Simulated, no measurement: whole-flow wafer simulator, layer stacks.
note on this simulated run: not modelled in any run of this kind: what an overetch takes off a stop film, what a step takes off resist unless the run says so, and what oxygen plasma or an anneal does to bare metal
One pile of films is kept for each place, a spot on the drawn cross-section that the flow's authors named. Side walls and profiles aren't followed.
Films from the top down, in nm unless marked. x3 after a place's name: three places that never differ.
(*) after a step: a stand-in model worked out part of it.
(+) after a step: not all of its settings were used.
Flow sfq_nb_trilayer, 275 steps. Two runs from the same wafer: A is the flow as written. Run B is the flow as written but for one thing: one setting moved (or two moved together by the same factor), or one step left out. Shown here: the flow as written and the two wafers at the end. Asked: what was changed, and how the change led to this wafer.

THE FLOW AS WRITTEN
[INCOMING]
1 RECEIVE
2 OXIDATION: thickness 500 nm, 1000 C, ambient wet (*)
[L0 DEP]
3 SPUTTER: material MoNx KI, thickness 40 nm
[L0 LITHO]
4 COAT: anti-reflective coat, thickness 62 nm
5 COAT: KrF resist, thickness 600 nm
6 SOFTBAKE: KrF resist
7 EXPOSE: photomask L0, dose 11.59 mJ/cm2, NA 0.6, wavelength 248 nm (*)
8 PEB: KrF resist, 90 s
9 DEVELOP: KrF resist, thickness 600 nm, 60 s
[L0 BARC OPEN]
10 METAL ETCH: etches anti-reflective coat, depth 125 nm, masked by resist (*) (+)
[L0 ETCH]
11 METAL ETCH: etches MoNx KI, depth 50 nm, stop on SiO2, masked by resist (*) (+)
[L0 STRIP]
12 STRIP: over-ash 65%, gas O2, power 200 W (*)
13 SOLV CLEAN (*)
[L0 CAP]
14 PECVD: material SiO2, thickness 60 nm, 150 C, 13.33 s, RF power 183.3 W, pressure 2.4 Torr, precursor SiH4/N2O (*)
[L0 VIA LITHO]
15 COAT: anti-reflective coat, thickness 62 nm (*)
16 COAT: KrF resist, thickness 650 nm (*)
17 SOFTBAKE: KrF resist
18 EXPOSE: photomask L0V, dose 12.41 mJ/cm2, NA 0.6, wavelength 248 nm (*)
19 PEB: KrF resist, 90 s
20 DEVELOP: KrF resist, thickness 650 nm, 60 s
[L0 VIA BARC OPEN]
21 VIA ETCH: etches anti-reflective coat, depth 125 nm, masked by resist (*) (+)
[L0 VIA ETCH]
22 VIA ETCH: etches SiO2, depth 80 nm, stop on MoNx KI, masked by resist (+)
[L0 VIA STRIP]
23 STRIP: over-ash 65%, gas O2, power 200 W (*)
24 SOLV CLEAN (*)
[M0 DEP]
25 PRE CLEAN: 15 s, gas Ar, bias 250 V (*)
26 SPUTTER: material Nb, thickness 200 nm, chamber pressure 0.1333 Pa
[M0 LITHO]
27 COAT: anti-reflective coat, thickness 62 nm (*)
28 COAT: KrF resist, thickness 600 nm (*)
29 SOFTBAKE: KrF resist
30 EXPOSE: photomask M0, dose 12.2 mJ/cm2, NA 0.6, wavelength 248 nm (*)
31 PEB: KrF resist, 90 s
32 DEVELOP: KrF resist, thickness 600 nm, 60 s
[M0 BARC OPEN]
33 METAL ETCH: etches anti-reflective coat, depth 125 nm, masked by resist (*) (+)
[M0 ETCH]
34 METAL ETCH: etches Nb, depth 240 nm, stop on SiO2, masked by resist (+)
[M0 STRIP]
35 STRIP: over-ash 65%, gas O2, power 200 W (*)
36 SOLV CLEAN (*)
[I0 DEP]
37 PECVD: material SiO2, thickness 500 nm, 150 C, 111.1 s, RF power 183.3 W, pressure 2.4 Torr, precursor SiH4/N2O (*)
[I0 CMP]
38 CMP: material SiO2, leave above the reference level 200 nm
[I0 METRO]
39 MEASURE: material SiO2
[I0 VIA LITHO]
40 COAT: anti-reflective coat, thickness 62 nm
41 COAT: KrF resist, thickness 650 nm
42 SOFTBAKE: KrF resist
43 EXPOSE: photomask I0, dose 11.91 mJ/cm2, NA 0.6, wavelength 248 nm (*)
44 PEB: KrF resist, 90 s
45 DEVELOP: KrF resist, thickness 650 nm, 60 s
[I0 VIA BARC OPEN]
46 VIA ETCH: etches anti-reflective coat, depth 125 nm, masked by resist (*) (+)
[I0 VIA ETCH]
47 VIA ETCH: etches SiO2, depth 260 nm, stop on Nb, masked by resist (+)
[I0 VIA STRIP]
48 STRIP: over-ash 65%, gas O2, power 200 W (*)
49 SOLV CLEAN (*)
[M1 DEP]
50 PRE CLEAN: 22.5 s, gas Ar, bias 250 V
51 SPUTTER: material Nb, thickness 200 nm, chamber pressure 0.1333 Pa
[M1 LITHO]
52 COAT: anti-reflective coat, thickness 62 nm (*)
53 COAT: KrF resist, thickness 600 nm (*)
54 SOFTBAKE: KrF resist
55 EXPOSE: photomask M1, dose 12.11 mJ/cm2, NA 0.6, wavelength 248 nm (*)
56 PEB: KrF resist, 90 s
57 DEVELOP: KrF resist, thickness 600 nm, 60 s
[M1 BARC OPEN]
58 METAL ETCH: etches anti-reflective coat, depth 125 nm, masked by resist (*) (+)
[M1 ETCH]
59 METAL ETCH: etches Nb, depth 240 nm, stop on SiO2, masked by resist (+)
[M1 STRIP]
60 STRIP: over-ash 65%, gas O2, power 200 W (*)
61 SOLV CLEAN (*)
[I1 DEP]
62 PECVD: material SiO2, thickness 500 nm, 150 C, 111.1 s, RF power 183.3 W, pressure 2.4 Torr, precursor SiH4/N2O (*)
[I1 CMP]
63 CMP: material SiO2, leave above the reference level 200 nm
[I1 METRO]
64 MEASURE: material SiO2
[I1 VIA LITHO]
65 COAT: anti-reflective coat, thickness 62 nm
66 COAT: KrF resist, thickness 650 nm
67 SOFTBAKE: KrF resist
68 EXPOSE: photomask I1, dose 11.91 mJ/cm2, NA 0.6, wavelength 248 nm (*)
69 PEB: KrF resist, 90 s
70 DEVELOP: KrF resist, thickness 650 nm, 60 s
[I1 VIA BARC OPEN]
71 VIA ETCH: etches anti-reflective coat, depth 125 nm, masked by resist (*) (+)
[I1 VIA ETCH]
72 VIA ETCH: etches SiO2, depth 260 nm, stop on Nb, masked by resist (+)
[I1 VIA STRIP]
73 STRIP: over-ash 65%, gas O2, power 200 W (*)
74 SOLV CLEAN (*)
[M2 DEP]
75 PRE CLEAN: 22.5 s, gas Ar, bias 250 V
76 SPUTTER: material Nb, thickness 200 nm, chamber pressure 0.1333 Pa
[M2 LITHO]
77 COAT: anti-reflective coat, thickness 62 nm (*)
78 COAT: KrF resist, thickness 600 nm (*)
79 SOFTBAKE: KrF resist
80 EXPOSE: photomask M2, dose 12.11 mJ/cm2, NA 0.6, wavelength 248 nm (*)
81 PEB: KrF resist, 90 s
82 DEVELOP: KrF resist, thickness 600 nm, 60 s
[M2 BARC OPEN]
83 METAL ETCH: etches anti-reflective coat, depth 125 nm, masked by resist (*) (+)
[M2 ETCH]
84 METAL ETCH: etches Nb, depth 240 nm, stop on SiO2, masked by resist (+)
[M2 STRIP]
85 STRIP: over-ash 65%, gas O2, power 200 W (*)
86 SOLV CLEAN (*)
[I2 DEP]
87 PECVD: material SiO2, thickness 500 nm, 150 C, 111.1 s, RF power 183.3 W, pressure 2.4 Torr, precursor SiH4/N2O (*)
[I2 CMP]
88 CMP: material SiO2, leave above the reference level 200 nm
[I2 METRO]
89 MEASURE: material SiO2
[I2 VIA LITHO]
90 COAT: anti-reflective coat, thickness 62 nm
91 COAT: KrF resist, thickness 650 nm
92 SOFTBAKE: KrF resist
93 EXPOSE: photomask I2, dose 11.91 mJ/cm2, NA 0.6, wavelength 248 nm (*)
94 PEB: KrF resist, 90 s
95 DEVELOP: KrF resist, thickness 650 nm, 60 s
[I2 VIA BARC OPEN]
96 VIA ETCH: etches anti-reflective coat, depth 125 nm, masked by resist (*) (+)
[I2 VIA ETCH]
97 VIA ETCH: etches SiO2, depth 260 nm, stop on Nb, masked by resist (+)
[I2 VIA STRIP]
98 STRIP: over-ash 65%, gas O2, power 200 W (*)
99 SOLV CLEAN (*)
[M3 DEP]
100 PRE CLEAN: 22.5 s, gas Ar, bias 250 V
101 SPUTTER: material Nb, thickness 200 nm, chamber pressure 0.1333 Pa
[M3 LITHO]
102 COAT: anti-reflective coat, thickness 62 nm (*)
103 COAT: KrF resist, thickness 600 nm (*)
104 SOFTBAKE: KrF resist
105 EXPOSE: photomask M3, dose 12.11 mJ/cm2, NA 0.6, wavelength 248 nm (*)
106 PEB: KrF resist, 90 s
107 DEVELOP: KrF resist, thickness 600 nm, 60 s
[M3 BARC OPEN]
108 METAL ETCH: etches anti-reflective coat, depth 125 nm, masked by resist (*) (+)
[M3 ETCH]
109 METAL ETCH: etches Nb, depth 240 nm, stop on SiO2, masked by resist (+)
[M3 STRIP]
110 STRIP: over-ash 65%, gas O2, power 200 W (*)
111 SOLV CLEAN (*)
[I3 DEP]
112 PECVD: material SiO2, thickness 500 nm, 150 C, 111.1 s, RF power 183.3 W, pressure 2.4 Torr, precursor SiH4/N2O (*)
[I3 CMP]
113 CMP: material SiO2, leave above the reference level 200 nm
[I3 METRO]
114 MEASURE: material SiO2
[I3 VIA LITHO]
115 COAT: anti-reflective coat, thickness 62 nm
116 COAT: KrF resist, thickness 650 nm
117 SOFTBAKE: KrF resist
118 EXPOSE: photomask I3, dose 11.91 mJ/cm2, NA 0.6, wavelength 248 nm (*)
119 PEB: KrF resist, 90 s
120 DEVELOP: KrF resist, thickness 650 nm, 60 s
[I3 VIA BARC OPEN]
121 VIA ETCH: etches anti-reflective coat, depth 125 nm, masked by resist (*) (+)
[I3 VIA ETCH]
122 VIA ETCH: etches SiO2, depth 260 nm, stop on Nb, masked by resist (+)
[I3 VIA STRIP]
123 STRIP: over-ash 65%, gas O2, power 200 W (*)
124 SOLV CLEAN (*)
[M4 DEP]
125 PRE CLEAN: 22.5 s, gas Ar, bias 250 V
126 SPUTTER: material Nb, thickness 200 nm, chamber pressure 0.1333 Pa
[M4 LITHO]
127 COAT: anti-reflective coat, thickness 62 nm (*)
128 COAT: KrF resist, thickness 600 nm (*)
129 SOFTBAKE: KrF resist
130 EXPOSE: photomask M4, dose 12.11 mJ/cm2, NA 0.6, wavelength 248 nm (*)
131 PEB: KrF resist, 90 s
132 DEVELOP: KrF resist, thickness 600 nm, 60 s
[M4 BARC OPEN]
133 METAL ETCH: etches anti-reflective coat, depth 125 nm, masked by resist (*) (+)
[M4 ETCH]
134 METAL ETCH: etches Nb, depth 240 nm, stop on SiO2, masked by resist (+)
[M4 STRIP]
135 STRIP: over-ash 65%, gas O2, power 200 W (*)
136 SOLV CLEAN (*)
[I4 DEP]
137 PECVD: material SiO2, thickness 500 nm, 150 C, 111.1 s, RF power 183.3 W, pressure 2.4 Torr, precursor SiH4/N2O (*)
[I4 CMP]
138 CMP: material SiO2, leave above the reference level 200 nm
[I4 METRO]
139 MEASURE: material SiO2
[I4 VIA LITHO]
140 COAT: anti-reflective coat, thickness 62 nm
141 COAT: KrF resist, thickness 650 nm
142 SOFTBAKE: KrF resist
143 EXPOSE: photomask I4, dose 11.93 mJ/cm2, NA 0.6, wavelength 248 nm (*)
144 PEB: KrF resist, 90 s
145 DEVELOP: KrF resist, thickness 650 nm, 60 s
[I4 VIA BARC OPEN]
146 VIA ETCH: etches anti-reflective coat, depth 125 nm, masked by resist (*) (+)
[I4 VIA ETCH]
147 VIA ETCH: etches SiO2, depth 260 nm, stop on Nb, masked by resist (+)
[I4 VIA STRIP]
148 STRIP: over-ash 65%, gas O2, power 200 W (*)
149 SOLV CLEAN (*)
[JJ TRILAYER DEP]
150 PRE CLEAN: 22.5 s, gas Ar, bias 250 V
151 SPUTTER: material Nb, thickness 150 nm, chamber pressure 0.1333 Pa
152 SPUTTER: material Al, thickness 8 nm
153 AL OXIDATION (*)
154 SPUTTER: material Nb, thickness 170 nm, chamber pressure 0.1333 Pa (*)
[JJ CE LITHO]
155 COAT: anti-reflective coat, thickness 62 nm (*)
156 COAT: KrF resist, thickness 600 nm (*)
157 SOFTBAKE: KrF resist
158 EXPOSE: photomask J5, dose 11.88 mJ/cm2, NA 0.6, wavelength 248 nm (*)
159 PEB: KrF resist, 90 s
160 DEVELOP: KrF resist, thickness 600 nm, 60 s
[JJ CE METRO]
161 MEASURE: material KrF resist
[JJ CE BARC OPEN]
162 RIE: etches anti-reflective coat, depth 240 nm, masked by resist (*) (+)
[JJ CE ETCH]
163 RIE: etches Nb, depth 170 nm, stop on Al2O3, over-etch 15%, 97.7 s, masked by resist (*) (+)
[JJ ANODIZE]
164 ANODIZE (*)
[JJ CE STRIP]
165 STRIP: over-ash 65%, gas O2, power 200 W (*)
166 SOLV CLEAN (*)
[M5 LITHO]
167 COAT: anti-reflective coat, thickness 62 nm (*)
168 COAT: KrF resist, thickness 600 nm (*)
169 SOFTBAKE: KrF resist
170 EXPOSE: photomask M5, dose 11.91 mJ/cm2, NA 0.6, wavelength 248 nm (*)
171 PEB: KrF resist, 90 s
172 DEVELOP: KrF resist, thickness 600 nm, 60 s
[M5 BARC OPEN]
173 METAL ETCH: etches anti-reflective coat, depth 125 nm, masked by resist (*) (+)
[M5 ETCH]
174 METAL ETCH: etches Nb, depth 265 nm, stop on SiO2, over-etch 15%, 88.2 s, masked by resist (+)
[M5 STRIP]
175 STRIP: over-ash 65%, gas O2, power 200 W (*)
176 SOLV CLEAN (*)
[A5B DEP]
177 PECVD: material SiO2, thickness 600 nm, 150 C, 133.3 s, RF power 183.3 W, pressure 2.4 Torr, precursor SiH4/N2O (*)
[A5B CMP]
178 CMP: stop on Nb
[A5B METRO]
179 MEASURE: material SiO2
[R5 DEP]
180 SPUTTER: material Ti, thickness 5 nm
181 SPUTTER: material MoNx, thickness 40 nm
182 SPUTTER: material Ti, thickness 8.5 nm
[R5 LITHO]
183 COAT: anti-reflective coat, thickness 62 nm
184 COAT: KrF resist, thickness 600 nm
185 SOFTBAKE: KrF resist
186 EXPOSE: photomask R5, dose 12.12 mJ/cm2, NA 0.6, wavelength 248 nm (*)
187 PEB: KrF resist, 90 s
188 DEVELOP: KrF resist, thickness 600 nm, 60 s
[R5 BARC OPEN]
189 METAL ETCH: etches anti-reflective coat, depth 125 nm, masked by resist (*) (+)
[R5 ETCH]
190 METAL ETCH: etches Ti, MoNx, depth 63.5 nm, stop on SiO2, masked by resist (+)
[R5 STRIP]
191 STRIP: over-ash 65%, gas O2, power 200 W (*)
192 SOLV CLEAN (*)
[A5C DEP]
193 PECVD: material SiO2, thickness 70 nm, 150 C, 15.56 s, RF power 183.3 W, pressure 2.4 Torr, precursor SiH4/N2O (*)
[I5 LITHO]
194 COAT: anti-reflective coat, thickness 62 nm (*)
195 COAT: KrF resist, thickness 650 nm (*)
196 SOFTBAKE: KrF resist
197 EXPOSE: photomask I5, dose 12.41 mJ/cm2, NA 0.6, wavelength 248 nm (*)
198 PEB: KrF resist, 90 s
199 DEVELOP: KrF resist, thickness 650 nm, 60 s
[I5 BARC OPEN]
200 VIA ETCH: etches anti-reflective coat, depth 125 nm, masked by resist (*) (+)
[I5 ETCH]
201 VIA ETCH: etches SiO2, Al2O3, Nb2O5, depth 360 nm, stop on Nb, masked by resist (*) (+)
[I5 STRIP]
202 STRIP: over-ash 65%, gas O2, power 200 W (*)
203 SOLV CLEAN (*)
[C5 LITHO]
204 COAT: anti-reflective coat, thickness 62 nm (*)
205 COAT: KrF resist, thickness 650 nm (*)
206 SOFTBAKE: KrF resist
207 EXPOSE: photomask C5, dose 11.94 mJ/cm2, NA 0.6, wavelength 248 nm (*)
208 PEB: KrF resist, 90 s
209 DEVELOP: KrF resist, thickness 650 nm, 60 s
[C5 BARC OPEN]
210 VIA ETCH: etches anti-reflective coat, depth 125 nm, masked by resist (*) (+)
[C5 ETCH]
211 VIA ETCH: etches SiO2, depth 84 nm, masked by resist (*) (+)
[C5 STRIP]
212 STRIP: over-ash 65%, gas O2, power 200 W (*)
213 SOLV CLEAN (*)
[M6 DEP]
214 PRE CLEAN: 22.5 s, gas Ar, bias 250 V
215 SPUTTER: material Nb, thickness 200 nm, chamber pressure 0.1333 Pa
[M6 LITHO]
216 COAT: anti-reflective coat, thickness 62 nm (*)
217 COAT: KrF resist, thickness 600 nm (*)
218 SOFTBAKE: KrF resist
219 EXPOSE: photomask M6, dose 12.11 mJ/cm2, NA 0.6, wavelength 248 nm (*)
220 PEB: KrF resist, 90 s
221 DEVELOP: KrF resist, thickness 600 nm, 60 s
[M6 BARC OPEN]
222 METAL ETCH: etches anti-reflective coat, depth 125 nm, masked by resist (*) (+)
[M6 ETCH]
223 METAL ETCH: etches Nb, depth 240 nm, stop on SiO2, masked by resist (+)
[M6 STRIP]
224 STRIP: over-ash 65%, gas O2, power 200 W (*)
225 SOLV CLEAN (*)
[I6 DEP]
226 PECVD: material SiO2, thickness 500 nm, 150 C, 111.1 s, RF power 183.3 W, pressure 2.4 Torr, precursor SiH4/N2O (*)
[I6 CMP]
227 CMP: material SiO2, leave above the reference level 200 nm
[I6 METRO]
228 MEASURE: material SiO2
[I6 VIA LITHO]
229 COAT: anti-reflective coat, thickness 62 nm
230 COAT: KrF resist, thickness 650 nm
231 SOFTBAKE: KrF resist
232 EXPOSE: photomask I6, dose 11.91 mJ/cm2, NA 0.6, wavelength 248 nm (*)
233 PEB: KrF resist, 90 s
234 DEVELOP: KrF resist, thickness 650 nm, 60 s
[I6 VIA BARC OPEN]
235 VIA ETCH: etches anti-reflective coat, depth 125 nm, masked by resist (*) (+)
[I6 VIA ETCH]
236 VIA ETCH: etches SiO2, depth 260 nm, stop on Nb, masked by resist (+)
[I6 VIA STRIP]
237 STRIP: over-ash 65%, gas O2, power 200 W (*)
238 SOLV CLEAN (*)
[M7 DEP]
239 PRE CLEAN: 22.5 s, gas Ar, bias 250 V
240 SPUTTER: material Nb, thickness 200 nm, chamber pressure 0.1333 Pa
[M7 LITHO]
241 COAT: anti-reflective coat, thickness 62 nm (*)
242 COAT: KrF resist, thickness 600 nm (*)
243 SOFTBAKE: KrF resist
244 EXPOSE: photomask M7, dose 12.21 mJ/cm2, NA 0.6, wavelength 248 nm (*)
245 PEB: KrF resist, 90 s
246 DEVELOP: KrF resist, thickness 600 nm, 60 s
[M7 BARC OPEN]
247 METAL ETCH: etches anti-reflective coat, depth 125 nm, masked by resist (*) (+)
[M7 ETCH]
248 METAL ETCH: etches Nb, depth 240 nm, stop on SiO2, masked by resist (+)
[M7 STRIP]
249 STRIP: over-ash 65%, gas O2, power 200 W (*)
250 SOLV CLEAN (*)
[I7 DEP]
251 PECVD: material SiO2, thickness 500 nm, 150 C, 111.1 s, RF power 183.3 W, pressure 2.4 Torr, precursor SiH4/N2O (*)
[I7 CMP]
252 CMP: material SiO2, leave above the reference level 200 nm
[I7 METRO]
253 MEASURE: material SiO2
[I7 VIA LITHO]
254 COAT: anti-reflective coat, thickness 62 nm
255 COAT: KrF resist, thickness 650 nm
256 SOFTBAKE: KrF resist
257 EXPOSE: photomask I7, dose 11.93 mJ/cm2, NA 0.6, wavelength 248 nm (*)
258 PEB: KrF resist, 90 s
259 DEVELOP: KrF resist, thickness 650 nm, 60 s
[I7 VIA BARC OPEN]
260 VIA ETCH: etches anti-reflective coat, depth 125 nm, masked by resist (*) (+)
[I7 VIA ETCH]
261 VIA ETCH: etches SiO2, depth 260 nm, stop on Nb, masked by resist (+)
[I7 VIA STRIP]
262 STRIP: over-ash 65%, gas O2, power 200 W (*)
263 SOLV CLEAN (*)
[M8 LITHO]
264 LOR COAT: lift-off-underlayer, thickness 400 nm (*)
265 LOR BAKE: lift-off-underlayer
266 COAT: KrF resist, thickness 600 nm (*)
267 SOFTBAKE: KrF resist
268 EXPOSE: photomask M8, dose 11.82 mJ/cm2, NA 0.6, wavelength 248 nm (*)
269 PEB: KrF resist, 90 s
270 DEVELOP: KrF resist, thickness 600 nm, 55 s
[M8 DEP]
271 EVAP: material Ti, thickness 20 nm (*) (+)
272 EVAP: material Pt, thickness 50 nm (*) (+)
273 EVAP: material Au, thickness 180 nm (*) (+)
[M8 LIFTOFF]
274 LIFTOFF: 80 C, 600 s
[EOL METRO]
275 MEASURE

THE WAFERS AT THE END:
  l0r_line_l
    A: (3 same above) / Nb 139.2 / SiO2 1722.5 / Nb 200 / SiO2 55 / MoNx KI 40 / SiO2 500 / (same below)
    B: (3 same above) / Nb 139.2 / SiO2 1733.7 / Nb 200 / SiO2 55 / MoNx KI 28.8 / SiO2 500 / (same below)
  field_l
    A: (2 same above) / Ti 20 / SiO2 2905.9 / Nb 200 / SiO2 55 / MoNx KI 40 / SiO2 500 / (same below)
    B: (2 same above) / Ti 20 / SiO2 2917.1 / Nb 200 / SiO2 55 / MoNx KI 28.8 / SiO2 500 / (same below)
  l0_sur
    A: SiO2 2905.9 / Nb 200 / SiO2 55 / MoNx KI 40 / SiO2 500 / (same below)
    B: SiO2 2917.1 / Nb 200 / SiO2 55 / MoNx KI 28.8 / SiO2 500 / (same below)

The cause: step 3, SPUTTER: thickness 28.8 nm was run, where the flow has thickness 40 nm.
It can be read off the wafer: l0r_line_l has MoNx KI 28.8, and step 3 as written asks for 40 nm.

How the change led to this, step by step:
  3 SPUTTER: material MoNx KI, thickness 40 nm
      field_l, v_sur, via_wl and 103 more: A MoNx KI +40 (new film) | B MoNx KI +28.8 (new film)
  11 METAL ETCH: etches MoNx KI, depth 50 nm, stop on SiO2, masked by resist (*) (+)
      v_sur, via_wl, via_w and 97 more: A MoNx KI -40 (all of it) | B MoNx KI -28.8 (all of it)
      field_l, l0_sur, l0v, l0r_line_l, l0r_line_c, l0r_line_r: A KrF resist -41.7 | B KrF resist -36
  15 COAT: anti-reflective coat, thickness 62 nm (*)
      field_l: A anti-reflective coat +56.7 (new film) | B anti-reflective coat +58 (new film)
      v_sur: A anti-reflective coat +72.2 (new film) | B anti-reflective coat +69.4 (new film)
      (and at 3 more places)
  23 STRIP: over-ash 65%, gas O2, power 200 W (*)
      field_l: A KrF resist -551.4 (all of it), anti-reflective coat -56.7 (all of it) | B KrF resist -553.8 (all of it), anti-reflective coat -58 (all of it)
      v_sur: A KrF resist -570.5 (all of it), anti-reflective coat -72.2 (all of it) | B KrF resist -567.3 (all of it), anti-reflective coat -69.4 (all of it)
      (and at 3 more places)
  27 COAT: anti-reflective coat, thickness 62 nm (*)
      field_l: A anti-reflective coat +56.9 (new film) | B anti-reflective coat +58.2 (new film)
      v_sur: A anti-reflective coat +72.3 (new film) | B anti-reflective coat +69.5 (new film)
      (and at 3 more places)
  35 STRIP: over-ash 65%, gas O2, power 200 W (*)
      field_l: A KrF resist -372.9 (all of it), anti-reflective coat -56.9 (all of it) | B KrF resist -375.6 (all of it), anti-reflective coat -58.2 (all of it)
      v_sur: A KrF resist -391.6 (all of it), anti-reflective coat -72.3 (all of it) | B KrF resist -388.8 (all of it), anti-reflective coat -69.5 (all of it)
      (and at 3 more places)
  38 CMP: material SiO2, leave above the reference level 200 nm
      field_l, l0_sur, l0r_line_l, l0r_line_c, l0r_line_r: A SiO2 -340 | B SiO2 -328.8
      l0v: A SiO2 -277.8 | B SiO2 -266.6
